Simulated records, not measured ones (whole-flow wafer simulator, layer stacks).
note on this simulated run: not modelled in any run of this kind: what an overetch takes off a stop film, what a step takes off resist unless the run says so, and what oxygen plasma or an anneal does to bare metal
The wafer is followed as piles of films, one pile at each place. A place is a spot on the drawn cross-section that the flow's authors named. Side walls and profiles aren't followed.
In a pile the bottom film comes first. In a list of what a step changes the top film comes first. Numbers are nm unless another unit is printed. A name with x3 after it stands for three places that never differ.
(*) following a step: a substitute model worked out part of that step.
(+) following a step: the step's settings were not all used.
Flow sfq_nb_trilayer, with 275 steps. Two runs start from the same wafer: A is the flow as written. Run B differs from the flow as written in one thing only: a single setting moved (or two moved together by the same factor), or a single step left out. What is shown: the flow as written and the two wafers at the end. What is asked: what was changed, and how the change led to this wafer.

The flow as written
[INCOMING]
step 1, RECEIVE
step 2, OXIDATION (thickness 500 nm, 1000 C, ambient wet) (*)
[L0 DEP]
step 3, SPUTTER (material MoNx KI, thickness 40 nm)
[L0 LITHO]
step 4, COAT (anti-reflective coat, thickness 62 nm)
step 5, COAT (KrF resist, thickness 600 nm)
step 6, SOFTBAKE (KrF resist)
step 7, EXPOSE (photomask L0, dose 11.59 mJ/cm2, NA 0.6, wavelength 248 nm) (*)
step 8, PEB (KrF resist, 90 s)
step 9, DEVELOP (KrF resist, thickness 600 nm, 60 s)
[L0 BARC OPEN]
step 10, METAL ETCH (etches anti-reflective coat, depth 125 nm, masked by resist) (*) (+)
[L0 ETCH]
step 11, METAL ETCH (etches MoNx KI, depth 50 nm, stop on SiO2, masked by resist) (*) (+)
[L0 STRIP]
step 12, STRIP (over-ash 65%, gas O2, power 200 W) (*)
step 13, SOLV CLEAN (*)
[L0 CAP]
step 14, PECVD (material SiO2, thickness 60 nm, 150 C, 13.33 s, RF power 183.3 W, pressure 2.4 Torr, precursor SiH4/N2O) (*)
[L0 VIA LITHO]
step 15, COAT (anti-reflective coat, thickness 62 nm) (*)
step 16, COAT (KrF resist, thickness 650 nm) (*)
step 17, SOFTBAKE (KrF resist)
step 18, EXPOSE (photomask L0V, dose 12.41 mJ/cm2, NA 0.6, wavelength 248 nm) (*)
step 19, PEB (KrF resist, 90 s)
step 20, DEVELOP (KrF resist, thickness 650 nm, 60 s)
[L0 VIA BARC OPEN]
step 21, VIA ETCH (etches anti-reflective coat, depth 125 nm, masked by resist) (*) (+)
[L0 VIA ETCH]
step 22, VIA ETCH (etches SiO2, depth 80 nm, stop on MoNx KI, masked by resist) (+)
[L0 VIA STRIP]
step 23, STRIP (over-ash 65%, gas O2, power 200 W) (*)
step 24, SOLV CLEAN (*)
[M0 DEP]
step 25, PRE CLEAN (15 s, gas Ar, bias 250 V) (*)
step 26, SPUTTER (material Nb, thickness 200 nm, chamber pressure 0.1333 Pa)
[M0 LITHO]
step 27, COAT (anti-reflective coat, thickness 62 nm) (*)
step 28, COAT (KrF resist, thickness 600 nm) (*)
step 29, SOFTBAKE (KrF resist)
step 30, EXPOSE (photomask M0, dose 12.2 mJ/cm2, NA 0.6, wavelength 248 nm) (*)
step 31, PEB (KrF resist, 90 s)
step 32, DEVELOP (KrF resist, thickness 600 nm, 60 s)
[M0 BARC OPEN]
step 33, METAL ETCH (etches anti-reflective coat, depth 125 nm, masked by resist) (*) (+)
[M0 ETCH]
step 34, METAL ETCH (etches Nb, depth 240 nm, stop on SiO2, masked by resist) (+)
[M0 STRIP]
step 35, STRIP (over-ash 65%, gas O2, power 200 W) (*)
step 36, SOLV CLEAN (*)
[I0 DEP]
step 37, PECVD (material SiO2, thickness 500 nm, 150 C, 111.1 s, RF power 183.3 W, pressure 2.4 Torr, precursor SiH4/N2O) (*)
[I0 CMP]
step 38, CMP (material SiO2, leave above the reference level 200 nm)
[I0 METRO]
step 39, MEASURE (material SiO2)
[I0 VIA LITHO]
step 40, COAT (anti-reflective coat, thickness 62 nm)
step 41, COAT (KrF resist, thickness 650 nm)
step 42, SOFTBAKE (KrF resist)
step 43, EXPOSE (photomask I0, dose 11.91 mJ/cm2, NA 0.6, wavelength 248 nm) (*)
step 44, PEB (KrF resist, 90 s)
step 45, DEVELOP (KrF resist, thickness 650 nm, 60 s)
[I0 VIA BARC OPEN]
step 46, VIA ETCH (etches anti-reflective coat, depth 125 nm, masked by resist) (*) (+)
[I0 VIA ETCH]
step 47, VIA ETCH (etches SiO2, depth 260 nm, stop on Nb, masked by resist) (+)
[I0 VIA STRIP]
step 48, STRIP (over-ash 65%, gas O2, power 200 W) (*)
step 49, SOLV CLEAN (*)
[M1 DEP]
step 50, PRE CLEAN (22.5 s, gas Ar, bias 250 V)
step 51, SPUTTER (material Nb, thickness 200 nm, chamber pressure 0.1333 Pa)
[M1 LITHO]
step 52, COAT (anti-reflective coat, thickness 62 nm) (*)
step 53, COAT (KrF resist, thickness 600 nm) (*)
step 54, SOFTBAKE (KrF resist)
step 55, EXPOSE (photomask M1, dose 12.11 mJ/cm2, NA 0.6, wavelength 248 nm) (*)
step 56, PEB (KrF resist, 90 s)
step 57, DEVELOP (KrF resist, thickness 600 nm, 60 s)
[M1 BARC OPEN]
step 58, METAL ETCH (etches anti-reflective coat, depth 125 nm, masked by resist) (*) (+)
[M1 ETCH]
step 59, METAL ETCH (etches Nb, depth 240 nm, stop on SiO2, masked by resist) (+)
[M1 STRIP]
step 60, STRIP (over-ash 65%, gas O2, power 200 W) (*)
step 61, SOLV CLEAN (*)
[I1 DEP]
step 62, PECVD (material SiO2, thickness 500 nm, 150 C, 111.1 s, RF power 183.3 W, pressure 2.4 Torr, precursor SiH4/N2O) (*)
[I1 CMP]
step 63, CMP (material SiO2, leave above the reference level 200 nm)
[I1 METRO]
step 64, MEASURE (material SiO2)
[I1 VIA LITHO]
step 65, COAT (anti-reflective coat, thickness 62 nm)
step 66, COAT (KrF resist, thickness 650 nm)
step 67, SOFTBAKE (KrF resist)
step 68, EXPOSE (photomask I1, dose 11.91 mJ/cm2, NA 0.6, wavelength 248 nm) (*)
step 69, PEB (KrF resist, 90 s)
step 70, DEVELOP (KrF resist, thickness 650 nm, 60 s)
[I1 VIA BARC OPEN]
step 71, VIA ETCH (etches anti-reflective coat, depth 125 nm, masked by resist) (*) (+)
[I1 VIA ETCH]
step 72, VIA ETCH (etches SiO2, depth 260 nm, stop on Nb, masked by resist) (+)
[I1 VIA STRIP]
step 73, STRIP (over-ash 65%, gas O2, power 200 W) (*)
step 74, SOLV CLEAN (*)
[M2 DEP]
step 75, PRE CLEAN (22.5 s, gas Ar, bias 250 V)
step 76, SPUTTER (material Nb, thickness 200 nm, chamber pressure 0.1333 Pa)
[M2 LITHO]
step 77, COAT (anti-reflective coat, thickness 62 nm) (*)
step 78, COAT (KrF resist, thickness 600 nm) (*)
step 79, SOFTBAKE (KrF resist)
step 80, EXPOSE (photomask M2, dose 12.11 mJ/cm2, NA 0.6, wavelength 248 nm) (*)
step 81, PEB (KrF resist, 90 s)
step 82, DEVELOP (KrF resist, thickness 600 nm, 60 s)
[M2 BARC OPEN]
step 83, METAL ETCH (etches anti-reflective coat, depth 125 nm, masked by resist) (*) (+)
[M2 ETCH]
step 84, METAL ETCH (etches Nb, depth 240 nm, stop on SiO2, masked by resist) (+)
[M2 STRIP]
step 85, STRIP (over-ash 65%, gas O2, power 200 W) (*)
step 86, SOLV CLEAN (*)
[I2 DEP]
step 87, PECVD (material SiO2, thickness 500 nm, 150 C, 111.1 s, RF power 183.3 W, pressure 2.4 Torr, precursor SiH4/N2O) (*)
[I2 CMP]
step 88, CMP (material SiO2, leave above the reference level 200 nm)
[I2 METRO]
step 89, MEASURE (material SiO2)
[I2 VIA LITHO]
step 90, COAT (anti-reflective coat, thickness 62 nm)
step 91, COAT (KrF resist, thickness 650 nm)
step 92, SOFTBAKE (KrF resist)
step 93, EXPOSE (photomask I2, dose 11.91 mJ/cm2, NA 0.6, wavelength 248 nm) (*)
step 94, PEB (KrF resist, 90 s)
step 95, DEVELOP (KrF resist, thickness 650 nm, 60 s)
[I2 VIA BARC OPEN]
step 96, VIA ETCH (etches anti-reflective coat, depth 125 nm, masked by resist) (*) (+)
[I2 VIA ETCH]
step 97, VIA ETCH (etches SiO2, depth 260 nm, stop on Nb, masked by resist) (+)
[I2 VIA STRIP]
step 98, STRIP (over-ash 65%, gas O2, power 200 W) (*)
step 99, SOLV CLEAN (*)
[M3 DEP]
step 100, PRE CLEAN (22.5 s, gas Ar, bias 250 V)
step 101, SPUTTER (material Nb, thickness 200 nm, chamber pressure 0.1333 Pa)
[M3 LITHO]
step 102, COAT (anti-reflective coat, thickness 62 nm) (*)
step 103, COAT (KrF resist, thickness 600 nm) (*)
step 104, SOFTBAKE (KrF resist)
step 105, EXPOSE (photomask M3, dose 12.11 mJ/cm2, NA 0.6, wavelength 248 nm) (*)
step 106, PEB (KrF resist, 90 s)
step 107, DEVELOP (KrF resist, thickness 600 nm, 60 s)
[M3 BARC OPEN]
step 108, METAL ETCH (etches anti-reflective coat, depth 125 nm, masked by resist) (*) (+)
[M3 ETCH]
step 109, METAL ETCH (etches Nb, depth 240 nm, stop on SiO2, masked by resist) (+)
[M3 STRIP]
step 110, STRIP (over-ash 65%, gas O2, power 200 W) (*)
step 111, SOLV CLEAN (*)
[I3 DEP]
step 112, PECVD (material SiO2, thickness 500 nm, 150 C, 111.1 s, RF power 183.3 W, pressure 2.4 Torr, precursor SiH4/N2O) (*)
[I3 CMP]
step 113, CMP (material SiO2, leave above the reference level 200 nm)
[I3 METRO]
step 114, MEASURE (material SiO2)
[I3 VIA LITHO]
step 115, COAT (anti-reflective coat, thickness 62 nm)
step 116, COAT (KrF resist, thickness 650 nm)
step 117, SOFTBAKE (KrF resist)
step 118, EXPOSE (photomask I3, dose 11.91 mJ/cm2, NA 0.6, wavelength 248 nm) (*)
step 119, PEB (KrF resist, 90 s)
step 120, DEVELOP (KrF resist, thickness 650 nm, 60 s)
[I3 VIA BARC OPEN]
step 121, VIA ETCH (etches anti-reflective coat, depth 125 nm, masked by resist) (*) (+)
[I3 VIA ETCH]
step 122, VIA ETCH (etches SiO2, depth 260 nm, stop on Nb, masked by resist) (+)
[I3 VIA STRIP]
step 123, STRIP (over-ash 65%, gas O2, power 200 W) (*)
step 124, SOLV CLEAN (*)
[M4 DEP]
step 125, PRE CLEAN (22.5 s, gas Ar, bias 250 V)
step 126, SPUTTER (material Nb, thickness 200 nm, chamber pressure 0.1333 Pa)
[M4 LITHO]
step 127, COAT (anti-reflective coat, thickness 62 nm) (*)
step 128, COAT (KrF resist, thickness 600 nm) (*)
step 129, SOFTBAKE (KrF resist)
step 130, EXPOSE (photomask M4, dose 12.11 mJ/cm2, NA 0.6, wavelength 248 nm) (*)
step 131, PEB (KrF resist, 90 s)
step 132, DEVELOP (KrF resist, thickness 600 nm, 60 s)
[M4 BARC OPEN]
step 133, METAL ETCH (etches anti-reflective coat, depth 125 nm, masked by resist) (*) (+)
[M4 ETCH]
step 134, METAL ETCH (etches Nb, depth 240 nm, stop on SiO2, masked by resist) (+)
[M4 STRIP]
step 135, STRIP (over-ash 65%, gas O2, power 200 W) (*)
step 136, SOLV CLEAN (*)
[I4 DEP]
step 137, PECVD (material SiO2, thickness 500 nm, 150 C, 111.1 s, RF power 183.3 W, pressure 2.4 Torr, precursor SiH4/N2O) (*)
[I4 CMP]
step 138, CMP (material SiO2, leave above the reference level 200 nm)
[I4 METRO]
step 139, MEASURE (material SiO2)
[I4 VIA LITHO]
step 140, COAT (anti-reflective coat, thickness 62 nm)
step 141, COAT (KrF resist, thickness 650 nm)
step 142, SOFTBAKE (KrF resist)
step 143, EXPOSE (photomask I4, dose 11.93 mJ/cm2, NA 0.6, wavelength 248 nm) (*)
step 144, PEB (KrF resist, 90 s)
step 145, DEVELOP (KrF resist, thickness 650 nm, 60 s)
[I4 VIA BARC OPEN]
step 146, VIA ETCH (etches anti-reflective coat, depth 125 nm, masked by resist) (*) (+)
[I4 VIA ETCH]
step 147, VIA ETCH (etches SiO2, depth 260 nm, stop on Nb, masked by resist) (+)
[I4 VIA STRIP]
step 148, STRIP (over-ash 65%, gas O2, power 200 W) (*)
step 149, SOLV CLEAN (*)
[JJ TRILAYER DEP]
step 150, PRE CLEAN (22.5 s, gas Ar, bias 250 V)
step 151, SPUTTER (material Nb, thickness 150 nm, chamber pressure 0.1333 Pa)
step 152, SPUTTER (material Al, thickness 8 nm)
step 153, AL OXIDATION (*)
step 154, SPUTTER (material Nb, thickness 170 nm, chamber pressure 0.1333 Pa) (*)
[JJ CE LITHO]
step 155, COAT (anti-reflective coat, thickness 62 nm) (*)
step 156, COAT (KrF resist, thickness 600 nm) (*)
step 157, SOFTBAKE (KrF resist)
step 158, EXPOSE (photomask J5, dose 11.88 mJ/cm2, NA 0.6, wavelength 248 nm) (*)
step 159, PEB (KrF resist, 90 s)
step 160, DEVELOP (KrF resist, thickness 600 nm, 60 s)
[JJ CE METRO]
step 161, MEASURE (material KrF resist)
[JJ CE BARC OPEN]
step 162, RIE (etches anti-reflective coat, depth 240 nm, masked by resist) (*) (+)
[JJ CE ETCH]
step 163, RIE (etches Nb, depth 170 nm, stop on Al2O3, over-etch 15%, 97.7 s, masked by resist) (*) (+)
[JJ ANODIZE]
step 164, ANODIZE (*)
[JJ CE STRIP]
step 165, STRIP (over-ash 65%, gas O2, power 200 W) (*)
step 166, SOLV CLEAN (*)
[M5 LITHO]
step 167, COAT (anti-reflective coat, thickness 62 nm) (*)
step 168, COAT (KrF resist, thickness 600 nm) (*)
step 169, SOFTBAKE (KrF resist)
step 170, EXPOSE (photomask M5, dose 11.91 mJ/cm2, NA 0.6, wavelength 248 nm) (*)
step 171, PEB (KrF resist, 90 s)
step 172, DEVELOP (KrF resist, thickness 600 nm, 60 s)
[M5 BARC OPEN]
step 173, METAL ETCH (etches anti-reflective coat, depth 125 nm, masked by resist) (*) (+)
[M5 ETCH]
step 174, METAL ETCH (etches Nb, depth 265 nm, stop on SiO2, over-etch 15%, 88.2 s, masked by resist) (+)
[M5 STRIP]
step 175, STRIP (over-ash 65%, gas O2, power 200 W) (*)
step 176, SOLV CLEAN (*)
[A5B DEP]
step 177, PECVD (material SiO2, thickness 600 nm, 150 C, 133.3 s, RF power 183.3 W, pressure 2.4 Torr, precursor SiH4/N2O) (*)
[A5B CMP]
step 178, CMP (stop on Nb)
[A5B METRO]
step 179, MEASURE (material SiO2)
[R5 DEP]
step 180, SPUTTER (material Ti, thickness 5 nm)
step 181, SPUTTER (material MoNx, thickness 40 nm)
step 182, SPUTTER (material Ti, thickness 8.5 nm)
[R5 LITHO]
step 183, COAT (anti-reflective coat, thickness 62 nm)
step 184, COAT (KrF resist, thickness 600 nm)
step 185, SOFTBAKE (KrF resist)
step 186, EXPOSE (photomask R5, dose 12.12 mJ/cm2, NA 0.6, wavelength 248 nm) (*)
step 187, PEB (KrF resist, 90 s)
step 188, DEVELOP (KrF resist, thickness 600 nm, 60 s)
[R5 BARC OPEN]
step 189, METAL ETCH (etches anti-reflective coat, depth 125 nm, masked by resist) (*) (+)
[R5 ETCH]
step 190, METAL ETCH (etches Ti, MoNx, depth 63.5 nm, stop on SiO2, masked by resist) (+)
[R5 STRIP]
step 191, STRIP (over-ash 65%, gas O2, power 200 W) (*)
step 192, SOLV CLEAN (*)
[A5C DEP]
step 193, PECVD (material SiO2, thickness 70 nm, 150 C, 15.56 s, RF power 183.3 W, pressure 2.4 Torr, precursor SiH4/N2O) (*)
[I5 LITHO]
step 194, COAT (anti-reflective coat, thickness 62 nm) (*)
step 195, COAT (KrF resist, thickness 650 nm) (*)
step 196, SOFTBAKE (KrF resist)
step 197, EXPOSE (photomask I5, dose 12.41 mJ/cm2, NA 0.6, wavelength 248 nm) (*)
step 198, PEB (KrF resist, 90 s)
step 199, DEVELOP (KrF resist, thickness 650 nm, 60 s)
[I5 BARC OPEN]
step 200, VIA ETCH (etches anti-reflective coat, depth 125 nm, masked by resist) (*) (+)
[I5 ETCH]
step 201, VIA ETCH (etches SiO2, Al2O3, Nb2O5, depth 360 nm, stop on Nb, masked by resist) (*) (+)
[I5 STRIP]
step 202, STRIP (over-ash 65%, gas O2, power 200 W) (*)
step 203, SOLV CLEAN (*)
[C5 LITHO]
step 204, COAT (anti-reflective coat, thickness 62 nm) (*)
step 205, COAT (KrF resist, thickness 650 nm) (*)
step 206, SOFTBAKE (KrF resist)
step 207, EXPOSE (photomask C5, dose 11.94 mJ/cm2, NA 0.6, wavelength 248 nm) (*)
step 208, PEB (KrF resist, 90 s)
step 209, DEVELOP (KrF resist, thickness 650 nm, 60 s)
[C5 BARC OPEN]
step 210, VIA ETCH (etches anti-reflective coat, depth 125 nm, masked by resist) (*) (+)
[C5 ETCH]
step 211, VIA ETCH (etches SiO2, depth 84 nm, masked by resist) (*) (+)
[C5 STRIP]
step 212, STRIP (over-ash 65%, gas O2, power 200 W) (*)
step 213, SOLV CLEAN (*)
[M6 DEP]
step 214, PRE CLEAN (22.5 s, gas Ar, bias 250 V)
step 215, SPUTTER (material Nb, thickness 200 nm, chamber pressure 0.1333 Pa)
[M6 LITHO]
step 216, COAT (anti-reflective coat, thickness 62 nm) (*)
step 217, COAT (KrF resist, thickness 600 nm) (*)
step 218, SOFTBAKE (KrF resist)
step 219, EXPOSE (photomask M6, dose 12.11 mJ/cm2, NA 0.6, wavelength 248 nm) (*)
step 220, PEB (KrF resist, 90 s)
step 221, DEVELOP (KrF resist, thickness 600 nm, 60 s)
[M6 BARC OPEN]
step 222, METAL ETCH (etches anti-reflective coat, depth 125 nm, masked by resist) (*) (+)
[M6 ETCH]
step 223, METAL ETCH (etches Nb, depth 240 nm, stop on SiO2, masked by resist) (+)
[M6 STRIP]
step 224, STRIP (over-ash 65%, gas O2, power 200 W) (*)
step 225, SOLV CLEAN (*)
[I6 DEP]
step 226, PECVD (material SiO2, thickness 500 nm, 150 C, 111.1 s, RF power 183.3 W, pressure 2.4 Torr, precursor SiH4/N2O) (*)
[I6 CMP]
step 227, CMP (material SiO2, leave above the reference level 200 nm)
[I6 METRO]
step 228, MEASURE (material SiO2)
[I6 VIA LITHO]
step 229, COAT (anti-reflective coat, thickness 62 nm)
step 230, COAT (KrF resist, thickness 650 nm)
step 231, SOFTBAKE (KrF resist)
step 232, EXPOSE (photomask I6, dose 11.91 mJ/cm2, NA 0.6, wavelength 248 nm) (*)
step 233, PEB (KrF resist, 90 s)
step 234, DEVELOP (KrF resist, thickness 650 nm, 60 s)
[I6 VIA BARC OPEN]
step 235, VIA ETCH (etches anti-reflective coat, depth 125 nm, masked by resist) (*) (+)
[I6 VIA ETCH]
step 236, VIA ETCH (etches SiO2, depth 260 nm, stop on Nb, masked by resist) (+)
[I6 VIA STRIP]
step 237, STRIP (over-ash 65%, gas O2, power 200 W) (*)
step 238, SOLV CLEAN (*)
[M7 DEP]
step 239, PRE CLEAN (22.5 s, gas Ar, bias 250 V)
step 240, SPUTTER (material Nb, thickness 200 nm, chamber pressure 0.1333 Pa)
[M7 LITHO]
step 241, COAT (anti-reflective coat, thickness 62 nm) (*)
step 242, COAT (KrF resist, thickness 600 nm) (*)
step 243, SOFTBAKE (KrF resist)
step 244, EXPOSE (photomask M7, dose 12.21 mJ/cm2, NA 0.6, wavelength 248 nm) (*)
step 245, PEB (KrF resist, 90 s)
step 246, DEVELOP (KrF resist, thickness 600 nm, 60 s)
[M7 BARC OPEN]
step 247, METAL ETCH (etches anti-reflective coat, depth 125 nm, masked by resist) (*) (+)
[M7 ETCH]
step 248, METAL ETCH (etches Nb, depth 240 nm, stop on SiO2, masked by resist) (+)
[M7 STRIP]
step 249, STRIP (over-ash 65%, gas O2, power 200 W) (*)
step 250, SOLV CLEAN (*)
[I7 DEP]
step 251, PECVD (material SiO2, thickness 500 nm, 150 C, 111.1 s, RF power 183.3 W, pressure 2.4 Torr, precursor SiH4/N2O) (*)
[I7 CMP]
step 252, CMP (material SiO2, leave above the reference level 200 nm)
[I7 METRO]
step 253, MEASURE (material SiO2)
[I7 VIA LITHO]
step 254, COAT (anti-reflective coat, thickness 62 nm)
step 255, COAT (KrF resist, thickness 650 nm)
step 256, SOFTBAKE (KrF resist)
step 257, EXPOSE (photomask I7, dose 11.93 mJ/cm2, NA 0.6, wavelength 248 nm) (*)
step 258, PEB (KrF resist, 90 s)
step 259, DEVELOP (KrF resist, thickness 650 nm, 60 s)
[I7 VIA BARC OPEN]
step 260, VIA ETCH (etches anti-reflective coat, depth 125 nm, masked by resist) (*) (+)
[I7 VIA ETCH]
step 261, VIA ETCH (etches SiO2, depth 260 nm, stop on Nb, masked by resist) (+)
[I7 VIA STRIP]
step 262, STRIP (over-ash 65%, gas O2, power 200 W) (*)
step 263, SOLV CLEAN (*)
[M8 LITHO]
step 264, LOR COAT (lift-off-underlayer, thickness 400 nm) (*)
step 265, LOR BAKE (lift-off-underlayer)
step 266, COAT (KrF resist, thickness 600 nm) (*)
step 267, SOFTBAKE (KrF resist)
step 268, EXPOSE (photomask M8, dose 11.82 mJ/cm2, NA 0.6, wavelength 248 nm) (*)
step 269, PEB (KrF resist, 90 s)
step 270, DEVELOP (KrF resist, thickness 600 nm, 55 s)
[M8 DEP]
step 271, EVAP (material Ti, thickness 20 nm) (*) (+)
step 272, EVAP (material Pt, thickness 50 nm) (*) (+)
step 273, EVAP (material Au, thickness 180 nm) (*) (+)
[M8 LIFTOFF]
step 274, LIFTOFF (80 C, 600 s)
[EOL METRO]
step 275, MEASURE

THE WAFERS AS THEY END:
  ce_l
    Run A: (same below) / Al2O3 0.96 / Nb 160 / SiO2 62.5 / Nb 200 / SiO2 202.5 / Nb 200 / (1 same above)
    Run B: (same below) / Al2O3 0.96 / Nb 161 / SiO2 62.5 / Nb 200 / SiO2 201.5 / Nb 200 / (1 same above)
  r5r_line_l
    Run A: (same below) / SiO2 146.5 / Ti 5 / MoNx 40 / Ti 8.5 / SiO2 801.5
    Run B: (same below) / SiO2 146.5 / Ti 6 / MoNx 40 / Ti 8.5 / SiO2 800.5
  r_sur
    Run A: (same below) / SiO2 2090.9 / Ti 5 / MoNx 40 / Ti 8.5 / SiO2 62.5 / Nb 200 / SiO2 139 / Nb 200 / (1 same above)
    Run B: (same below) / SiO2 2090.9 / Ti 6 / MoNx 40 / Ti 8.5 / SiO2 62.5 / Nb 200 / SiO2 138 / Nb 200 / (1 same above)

Cause: step 180, SPUTTER: thickness 6 nm was run, whereas the flow has thickness 5 nm.
The wafer itself shows it: r5r_line_l has Ti 6, and step 180 as written asks for 5 nm.

Step by step, how the change led to this:
  step 180, SPUTTER (material Ti, thickness 5 nm)
      field_l, v_sur, via_wl and 103 more: A +5 Ti (new film) | B +6 Ti (new film)
  step 190, METAL ETCH (etches Ti, MoNx, depth 63.5 nm, stop on SiO2, masked by resist) (+)
      field_l, v_sur, via_wl and 92 more: A -8.5 Ti (all of it), -40 MoNx (all of it), -5 Ti (all of it) | B -8.5 Ti (all of it), -40 MoNx (all of it), -6 Ti (all of it)
      ce_l, c5j, ce_r, wl_jj: A -8.5 Ti (all of it), -40 MoNx (all of it), -5 Ti (all of it), -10 Nb | B -8.5 Ti (all of it), -40 MoNx (all of it), -6 Ti (all of it), -9 Nb
